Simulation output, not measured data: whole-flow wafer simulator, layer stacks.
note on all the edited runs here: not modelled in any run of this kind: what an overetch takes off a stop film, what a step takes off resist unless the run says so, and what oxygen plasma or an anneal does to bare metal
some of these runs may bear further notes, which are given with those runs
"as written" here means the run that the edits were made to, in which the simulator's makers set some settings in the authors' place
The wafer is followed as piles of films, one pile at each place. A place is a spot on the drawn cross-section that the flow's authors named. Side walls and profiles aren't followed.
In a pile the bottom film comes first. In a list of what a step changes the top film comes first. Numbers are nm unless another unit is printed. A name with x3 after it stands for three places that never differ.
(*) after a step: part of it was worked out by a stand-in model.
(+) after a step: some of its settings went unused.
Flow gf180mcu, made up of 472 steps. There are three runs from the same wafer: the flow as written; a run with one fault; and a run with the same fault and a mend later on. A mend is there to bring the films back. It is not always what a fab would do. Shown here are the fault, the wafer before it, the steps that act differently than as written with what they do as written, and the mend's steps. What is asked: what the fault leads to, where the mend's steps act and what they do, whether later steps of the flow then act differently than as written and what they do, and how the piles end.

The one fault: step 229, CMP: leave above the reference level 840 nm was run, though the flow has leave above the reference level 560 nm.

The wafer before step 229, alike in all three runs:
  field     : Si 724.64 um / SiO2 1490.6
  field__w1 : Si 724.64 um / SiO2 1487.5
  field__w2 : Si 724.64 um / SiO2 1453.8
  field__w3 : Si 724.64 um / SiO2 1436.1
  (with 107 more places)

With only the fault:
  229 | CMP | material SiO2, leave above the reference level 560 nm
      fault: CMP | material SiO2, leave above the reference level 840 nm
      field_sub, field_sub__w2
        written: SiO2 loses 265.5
        fault: nothing
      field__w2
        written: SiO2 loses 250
        fault: nothing
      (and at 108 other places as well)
  Later steps of the flow acting differently than as written (9 more steps, not shown, differ only slightly: by at most 2% or 0.5 nm, whichever is larger):
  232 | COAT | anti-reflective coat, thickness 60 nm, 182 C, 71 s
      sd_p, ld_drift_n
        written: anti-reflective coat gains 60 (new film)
        fault: anti-reflective coat gains 57.4 (new film)
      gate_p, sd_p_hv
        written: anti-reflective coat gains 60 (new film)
        fault: anti-reflective coat gains 58 (new film)
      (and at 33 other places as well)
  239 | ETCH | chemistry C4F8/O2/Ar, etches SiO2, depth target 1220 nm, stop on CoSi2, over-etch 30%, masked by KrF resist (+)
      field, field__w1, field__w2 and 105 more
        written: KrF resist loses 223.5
        fault: KrF resist loses 244
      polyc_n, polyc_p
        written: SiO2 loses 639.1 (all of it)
        fault: SiO2 loses 919.1 (all of it)
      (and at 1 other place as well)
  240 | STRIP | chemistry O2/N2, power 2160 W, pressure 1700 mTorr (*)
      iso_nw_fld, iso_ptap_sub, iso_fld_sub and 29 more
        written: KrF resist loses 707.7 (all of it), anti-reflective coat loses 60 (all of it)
        fault: KrF resist loses 687.2 (all of it), anti-reflective coat loses 60 (all of it)
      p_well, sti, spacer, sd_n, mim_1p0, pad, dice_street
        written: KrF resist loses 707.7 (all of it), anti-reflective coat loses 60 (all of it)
        fault: KrF resist loses 686.6 (all of it), anti-reflective coat loses 59.4 (all of it)
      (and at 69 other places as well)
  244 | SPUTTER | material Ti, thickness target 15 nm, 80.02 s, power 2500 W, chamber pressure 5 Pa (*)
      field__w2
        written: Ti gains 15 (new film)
        fault: Ti gains 14.1 (new film)
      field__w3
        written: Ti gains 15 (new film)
        fault: Ti gains 14.2 (new film)
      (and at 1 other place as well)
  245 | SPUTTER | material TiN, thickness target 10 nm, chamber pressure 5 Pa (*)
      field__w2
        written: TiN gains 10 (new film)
        fault: TiN gains 9.35 (new film)
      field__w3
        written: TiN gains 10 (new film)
        fault: TiN gains 9.48 (new film)
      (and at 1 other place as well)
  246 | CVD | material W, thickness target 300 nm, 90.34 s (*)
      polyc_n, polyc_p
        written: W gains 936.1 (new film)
        fault: W gains 1216.1 (new film)
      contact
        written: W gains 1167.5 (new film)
        fault: W gains 1445.3 (new film)
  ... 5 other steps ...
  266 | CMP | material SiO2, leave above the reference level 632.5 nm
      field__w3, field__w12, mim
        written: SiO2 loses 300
        fault: SiO2 loses 287.7
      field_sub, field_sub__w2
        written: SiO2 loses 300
        fault: SiO2 loses 289.1
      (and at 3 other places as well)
  At field, field__w1, field__w2 and 109 more, the piles at the end differ from the flow's by more than 2% or 0.5 nm, whichever is larger.
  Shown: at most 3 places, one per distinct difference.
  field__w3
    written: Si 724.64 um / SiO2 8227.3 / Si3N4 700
    fault: Si 724.64 um / SiO2 1432.6 / Ti 14.2 / TiN 9.48 / W 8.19 / SiO2 7042.5 / Si3N4 700
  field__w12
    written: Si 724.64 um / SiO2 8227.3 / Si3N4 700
    fault: Si 724.64 um / SiO2 1432.4 / Ti 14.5 / TiN 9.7 / W 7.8 / SiO2 7042.5 / Si3N4 700
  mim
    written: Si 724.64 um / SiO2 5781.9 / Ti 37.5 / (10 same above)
    fault: Si 724.64 um / SiO2 1421.8 / Ti 14.7 / TiN 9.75 / W 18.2 / SiO2 4597.1 / Ti 37.5 / (10 same above)

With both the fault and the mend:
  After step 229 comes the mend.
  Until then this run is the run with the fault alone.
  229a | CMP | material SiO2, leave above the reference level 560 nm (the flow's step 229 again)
      field, field__w1, field__w5 and 94 more
        SiO2 loses 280
      field_sub, field_sub__w2
        SiO2 loses 265.5
      field__w2
        SiO2 loses 250
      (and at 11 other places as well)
  Later steps of the flow that are run all act as written at every place that is followed.
  The piles end the same as the flow's at every place that both follow.
